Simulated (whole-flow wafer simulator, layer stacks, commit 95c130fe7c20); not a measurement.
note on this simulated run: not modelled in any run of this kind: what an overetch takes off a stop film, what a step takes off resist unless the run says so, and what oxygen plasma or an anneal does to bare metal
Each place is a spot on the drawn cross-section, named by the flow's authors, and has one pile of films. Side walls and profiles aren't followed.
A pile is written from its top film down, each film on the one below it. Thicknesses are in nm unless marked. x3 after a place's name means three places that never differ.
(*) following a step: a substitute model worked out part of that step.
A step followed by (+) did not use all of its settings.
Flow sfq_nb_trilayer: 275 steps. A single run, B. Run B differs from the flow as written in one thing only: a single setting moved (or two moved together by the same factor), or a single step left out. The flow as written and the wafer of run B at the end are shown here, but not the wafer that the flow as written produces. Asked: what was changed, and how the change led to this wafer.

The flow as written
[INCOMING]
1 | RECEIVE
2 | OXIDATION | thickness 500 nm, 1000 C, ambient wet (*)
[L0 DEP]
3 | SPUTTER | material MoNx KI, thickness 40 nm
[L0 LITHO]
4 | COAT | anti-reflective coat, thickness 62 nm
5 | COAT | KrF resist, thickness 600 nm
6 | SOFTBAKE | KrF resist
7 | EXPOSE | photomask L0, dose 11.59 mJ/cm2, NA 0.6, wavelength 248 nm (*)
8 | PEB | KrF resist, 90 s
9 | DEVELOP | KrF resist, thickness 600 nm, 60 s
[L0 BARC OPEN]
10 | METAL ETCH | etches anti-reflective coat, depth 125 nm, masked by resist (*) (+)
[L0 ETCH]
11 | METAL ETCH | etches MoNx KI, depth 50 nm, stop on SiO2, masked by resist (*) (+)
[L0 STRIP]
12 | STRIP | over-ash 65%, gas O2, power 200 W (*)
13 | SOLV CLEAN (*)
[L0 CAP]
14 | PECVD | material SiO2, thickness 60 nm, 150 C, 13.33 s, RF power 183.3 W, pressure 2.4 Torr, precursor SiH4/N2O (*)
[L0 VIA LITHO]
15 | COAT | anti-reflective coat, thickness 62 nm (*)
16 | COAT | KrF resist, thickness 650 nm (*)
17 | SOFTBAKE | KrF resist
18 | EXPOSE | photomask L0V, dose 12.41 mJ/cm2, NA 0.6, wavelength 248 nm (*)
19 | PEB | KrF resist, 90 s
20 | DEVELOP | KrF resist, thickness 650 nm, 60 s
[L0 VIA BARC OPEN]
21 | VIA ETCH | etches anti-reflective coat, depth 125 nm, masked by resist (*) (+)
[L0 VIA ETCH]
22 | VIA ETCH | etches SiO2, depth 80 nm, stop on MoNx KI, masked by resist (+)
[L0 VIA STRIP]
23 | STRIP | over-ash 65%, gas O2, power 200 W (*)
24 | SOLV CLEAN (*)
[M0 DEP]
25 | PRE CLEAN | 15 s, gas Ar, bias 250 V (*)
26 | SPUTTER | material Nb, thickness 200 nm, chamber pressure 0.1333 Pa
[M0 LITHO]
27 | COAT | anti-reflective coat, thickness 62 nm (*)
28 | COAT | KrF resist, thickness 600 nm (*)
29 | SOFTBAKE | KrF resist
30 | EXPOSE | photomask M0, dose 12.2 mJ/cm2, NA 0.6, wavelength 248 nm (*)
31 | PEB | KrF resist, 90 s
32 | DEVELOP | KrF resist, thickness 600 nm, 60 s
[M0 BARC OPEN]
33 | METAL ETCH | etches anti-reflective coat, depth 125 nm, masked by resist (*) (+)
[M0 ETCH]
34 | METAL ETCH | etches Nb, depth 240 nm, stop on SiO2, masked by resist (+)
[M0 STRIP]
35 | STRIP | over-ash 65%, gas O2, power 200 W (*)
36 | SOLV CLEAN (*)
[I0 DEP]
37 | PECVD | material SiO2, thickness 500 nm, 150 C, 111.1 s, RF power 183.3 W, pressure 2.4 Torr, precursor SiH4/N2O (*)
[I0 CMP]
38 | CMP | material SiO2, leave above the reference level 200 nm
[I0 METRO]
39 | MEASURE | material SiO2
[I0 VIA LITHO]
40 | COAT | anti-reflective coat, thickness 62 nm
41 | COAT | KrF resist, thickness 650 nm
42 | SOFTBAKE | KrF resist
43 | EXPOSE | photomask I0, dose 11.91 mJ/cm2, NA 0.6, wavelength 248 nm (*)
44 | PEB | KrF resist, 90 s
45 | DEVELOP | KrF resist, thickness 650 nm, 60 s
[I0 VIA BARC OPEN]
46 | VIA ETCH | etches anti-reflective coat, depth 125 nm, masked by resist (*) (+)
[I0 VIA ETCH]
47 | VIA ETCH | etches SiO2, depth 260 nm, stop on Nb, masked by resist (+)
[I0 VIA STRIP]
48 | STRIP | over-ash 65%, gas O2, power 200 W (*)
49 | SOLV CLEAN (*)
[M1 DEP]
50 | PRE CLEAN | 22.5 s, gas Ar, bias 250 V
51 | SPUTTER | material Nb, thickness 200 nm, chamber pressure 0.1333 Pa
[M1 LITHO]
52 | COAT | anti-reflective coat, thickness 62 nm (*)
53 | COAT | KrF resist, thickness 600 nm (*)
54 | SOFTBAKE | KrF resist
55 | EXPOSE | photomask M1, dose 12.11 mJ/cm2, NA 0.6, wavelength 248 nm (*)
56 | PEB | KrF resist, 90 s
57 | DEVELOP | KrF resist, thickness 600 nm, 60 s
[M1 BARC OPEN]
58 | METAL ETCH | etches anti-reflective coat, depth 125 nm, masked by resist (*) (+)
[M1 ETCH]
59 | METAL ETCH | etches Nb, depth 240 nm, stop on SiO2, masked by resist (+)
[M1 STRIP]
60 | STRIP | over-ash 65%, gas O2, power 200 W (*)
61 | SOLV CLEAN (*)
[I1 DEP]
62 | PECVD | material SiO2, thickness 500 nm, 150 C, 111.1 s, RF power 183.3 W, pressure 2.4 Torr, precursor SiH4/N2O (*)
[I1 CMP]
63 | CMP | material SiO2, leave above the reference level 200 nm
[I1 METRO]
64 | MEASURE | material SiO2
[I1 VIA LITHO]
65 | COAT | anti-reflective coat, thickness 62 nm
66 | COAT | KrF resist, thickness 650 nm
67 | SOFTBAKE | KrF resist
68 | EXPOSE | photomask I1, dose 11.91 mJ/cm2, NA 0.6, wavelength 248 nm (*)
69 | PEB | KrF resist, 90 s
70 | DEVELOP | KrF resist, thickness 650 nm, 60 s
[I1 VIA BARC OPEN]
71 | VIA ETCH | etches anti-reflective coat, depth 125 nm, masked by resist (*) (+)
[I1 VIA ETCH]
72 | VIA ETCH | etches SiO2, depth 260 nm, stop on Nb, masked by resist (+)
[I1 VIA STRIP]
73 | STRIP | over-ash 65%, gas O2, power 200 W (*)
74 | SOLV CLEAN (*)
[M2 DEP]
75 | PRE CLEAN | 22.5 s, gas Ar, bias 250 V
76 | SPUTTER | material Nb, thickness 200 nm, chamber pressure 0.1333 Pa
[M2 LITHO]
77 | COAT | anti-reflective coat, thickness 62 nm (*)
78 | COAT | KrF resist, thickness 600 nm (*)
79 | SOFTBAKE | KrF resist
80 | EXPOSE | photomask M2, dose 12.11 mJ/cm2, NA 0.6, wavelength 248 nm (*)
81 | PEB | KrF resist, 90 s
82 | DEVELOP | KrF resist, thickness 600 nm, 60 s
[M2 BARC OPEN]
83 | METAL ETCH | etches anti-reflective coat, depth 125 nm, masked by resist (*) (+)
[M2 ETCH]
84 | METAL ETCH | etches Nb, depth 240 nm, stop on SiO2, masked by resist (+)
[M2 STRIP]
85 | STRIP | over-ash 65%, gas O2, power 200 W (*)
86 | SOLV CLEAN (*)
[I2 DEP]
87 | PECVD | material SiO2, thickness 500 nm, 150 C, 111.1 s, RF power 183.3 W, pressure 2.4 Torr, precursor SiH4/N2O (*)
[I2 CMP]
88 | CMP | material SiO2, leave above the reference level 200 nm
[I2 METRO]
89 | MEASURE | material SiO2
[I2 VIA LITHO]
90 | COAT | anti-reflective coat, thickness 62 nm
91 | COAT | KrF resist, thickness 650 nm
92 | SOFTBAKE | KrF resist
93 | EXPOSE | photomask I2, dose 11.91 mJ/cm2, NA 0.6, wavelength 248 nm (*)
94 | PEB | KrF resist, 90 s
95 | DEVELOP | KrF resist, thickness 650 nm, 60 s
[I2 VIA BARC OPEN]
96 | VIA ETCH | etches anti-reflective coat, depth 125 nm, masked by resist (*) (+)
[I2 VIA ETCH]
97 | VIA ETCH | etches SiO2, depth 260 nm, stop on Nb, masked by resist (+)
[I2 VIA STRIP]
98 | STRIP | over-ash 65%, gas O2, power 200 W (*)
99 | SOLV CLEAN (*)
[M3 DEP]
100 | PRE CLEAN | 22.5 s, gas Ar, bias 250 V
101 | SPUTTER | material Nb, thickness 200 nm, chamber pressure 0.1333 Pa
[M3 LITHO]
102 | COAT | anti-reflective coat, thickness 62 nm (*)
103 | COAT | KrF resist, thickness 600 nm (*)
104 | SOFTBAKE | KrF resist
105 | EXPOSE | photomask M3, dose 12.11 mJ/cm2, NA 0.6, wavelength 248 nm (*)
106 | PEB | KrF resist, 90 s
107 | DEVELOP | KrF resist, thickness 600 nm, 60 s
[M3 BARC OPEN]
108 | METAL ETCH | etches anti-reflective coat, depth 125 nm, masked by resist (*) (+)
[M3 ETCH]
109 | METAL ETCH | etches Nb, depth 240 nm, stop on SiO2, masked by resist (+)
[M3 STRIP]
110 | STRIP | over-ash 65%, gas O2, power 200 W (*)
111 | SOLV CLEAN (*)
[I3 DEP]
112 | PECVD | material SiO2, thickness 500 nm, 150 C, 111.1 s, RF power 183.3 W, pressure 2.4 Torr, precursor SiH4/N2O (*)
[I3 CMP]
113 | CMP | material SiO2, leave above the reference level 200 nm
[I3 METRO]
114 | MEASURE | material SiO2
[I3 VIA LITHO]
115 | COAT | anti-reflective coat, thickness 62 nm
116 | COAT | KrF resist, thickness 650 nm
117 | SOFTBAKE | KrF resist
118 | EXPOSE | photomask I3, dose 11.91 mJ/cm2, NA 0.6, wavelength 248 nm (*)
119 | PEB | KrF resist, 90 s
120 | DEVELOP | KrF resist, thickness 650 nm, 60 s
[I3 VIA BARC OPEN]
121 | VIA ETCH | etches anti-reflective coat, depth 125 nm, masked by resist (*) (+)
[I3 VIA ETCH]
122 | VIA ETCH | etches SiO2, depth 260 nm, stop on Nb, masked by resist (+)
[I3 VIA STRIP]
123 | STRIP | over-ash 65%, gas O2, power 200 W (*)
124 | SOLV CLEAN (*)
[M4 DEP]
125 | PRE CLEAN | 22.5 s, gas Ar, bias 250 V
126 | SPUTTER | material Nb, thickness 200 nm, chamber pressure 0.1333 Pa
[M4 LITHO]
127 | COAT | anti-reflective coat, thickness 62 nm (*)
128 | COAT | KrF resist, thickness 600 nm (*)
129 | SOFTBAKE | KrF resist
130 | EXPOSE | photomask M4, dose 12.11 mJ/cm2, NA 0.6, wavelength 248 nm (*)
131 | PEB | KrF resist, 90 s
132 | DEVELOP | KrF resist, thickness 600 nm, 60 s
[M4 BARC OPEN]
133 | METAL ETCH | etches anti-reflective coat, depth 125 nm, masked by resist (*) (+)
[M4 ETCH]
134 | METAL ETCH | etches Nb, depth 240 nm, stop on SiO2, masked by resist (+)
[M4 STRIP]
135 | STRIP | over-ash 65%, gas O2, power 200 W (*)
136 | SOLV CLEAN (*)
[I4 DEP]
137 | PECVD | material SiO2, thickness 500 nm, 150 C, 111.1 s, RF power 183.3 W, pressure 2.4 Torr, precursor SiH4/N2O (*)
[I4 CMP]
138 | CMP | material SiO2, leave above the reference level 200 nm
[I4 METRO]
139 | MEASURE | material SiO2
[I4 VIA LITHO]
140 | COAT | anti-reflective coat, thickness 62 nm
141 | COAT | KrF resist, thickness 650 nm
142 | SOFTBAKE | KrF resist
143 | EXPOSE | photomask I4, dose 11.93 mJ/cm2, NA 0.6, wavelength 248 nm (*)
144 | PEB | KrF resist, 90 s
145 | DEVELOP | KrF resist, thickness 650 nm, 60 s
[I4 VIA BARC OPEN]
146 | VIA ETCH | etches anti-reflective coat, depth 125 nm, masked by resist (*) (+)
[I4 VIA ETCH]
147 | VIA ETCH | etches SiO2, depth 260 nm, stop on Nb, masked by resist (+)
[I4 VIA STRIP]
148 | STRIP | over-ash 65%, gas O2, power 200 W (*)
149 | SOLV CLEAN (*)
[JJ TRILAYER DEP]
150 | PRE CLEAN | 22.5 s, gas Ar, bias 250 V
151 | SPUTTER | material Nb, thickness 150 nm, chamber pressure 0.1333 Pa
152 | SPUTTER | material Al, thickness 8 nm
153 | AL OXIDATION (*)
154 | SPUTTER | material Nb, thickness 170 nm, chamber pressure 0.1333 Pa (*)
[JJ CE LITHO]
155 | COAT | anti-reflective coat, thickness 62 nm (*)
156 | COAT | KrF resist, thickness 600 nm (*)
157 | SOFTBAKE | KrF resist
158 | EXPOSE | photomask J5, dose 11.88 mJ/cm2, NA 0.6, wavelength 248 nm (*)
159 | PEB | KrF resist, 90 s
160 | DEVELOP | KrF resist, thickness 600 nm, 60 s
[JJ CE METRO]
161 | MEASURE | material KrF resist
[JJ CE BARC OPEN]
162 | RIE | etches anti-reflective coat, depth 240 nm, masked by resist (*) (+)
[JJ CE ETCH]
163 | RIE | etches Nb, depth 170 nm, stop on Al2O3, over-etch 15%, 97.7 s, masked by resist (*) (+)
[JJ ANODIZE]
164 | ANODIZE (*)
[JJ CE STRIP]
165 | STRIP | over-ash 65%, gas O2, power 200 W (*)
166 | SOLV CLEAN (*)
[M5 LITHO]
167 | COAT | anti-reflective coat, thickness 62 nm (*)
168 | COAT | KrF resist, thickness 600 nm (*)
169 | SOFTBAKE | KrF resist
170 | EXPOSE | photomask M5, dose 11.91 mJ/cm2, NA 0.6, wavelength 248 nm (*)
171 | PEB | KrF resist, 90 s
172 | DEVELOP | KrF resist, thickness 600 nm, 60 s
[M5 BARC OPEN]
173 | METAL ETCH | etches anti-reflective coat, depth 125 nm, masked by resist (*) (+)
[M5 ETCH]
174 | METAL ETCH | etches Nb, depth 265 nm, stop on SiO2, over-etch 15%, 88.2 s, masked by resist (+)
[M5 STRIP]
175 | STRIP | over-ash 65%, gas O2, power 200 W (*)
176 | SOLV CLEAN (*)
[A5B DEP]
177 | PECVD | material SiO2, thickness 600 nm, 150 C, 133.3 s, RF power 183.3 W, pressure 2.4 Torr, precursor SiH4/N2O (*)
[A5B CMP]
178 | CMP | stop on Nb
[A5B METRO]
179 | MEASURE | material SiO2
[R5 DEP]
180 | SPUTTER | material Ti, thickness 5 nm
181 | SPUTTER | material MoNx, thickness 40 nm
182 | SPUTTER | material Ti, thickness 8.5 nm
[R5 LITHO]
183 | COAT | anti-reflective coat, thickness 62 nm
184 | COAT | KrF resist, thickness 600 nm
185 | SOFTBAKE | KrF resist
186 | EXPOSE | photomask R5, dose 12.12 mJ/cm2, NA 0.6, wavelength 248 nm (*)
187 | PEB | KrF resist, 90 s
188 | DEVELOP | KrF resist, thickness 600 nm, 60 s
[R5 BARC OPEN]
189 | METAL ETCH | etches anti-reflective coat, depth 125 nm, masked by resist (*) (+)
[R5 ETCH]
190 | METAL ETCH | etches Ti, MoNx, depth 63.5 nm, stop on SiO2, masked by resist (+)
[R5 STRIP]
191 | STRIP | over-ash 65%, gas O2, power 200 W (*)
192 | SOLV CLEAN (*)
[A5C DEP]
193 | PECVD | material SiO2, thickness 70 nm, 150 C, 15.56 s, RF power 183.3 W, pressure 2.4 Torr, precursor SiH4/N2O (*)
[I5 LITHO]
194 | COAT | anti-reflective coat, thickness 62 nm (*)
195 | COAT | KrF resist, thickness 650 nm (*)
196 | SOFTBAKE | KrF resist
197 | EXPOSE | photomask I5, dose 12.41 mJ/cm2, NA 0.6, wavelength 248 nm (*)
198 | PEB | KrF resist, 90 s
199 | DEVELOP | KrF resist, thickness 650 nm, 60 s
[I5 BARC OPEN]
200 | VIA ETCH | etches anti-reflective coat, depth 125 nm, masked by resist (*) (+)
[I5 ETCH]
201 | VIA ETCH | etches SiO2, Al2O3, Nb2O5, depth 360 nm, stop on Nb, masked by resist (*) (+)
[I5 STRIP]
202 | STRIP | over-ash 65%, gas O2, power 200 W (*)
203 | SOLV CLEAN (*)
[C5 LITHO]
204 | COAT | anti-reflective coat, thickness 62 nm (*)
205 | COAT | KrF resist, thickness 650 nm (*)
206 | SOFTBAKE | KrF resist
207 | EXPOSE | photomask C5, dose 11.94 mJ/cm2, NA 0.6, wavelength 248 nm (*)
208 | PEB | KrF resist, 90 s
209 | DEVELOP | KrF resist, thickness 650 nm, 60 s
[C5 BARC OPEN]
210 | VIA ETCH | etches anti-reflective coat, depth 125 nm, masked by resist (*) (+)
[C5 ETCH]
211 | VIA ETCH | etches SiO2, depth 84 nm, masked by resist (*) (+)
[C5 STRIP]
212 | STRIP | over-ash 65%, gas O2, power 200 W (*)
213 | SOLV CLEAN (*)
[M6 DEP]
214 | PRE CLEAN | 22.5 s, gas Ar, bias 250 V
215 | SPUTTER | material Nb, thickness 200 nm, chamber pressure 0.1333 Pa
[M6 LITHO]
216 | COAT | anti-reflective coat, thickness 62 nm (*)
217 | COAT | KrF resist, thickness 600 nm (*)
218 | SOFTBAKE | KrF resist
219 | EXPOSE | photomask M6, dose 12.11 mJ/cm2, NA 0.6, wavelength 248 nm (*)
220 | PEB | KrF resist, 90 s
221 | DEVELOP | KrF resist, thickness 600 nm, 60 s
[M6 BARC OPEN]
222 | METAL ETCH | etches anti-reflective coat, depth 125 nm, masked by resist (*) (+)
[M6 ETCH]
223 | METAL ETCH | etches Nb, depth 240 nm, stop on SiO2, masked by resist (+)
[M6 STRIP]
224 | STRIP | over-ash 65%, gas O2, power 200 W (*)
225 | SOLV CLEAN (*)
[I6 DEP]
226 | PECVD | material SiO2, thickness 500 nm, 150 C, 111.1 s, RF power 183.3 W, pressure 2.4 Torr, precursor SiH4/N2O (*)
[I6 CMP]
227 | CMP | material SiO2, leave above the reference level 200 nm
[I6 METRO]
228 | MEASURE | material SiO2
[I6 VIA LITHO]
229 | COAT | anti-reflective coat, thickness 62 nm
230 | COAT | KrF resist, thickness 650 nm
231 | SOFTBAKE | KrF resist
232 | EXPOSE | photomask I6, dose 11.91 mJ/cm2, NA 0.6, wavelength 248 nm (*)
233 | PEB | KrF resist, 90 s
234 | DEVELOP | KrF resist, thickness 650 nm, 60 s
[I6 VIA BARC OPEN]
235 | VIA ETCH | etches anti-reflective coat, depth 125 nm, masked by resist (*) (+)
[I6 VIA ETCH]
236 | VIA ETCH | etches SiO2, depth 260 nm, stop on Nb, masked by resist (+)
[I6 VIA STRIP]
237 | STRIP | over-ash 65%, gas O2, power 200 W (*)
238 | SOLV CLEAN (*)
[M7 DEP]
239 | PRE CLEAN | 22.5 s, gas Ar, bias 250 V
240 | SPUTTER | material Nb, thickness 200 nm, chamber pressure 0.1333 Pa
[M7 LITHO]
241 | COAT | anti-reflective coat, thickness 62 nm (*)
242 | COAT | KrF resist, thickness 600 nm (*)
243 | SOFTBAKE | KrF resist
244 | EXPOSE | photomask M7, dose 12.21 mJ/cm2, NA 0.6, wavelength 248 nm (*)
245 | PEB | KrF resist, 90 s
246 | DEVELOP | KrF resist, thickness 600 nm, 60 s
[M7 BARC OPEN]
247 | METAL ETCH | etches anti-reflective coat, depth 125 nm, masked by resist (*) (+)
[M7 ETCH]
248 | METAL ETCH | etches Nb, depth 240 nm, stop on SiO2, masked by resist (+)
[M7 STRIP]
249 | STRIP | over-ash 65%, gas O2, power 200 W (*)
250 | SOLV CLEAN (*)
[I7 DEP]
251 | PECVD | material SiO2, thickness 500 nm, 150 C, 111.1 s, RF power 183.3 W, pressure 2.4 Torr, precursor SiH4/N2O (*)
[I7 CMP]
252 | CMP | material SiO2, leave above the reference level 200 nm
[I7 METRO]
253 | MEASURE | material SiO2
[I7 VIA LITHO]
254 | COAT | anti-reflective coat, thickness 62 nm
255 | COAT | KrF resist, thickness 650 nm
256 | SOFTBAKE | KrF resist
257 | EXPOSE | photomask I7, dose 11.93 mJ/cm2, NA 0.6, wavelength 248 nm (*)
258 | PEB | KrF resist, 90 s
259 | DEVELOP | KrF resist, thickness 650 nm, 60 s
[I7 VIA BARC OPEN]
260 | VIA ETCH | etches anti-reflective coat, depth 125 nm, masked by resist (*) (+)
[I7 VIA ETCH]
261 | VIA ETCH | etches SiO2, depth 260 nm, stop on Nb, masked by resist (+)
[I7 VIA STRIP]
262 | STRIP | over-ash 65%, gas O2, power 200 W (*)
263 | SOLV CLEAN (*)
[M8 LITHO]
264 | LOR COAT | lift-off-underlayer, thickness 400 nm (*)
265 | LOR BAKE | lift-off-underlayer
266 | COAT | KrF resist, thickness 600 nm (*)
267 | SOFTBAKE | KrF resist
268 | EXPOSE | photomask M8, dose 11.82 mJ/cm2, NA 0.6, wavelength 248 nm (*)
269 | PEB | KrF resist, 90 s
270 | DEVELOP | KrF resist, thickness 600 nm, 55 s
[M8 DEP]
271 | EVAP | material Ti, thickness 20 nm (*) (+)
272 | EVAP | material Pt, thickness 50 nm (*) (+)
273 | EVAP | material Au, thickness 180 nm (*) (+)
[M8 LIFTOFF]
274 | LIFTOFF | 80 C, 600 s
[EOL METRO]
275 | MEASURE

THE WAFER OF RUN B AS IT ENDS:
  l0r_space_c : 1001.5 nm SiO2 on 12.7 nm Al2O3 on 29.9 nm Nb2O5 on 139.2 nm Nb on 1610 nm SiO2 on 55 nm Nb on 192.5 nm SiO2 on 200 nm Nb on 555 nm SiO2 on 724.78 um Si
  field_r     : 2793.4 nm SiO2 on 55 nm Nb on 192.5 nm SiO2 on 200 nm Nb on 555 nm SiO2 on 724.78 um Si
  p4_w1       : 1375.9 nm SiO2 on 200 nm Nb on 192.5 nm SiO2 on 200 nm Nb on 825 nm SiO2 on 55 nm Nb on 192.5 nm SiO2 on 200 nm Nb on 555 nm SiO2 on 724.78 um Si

The reason: step 51, SPUTTER: thickness 295 nm was run, while the flow as written has thickness 200 nm.

Step by step, how the change led to this:
  51 | SPUTTER | material Nb, thickness 200 nm, chamber pressure 0.1333 Pa
      field_l, v_sur, via_wl and 102 more: Nb gains 295 (new film) (in the flow as written it would be: Nb gains 200 (new film))
      via_w: Nb gains 258.9 (in the flow as written it would be: Nb gains 174.5)
  52 | COAT | anti-reflective coat, thickness 62 nm (*)
      via_wr: anti-reflective coat gains 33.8 (new film) (in the flow as written it would be: anti-reflective coat gains 34.9 (new film))
  59 | METAL ETCH | etches Nb, depth 240 nm, stop on SiO2, masked by resist (+)
      field_l, be, be_sur and 79 more: Nb loses 240 (in the flow as written it would be: Nb loses 200 (all of it))
  60 | STRIP | over-ash 65%, gas O2, power 200 W (*)
      via_wr: KrF resist loses 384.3 (all of it), anti-reflective coat loses 33.8 (all of it) (in the flow as written it would be: KrF resist loses 384.4 (all of it), anti-reflective coat loses 34.9 (all of it))
  62 | PECVD | material SiO2, thickness 500 nm, 150 C, 111.1 s, RF power 183.3 W, pressure 2.4 Torr, precursor SiH4/N2O (*)
      field_l, be, be_sur and 72 more: SiO2 gains 500 (new film) (in the flow as written it would be: SiO2 gains 500)
      lsp_m, ln_m6, lsp_r, l0_sur, l0v: SiO2 gains 493.9 (new film) (in the flow as written it would be: SiO2 gains 494.9)
      (and at 3 other places as well)
  63 | CMP | material SiO2, leave above the reference level 200 nm
      field_l, be, be_sur and 72 more: SiO2 loses 60 (in the flow as written it would be: SiO2 loses 100)
      lsp_m, ln_m6, lsp_r, l0_sur, l0v: SiO2 loses 53.9 (in the flow as written it would be: SiO2 loses 94.9)
      (and at 1 other place as well)
Taking metal films that touch as one body, l0r_space_c has 3 bodies (between them, from the top down: SiO2 1610; SiO2 192.5); the flow as written gives 2 bodies (between them, from the top down: SiO2 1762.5).
Taking metal films that touch as one body, field_r has 2 bodies (between them, from the top down: SiO2 192.5); the flow as written gives 1 body.
Taking metal films that touch as one body, p4_w1 has 4 bodies (between them, from the top down: SiO2 192.5; SiO2 825; SiO2 192.5); the flow as written gives 3 bodies (between them, from the top down: SiO2 192.5; SiO2 977.5).
